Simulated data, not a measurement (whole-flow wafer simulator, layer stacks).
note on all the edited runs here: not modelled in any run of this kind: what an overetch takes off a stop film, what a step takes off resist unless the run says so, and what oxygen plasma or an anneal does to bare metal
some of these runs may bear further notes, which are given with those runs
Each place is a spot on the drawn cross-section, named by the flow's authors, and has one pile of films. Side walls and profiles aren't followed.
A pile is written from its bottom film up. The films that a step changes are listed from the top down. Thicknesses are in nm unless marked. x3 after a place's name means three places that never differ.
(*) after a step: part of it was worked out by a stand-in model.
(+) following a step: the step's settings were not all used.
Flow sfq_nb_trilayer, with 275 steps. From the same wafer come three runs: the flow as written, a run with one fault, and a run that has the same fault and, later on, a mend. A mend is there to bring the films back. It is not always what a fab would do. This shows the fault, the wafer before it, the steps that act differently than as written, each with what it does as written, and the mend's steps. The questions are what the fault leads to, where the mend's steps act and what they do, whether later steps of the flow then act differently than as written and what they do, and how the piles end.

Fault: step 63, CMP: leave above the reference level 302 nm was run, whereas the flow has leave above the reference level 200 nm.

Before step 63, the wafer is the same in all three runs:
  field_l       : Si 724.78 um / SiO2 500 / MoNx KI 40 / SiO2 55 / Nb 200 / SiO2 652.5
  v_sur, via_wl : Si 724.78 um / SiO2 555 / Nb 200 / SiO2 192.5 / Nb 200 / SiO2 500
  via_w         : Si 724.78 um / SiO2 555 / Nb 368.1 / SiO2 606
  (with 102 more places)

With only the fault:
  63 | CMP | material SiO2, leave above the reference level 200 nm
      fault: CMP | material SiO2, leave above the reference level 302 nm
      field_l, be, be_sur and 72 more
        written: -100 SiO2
        fault: nothing
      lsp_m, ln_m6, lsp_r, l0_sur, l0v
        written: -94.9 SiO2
        fault: nothing
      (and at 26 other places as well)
  Later steps of the flow acting differently than as written (not shown: 8 more steps that differ only slightly, by at most 2% or 0.5 nm, whichever is larger):
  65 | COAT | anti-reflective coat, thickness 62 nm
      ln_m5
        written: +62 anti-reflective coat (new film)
        fault: +60.7 anti-reflective coat (new film)
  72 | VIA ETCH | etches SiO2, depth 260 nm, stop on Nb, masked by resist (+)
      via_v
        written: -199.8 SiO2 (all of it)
        fault: -260 SiO2
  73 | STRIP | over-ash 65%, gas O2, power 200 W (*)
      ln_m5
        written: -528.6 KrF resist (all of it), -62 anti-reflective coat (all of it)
        fault: -527.2 KrF resist (all of it), -60.7 anti-reflective coat (all of it)
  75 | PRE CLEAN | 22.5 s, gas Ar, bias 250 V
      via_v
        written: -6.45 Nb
        fault: -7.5 SiO2
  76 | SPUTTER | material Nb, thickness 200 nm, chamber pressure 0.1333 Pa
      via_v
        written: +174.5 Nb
        fault: +163.1 Nb (new film)
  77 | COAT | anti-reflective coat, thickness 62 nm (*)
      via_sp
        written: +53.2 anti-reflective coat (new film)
        fault: +51.8 anti-reflective coat (new film)
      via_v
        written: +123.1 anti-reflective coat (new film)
        fault: +135.8 anti-reflective coat (new film)
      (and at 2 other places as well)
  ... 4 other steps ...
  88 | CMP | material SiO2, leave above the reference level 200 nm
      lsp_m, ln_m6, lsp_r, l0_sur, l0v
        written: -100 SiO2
        fault: -92.9 SiO2
  By the end, the piles at field_l, v_sur, via_wl and 103 more depart from the flow's by more than 2% or 0.5 nm, whichever is larger.
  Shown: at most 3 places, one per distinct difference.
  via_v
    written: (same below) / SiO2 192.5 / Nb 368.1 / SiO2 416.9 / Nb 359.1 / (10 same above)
    fault: (same below) / SiO2 192.5 / Nb 200 / SiO2 34.3 / Nb 163.1 / SiO2 489.6 / Nb 359.1 / (10 same above)
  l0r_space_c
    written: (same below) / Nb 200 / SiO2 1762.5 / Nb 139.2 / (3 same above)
    fault: (same below) / Nb 200 / SiO2 1864.5 / Nb 139.2 / (3 same above)
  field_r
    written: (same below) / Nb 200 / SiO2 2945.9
    fault: (same below) / Nb 200 / SiO2 3047.9

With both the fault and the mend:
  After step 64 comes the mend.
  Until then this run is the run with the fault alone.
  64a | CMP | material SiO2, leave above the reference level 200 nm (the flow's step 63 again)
      field_l, be, be_sur and 72 more
        -100 SiO2
      v_sur, via_wl, via_w and 23 more
        -102 SiO2
      lsp_m, ln_m6, lsp_r, l0_sur, l0v
        -94.9 SiO2
  Later steps of the flow that are run all act as written at every place that is followed.
  By the end, the piles equal the flow's at every place that both follow.
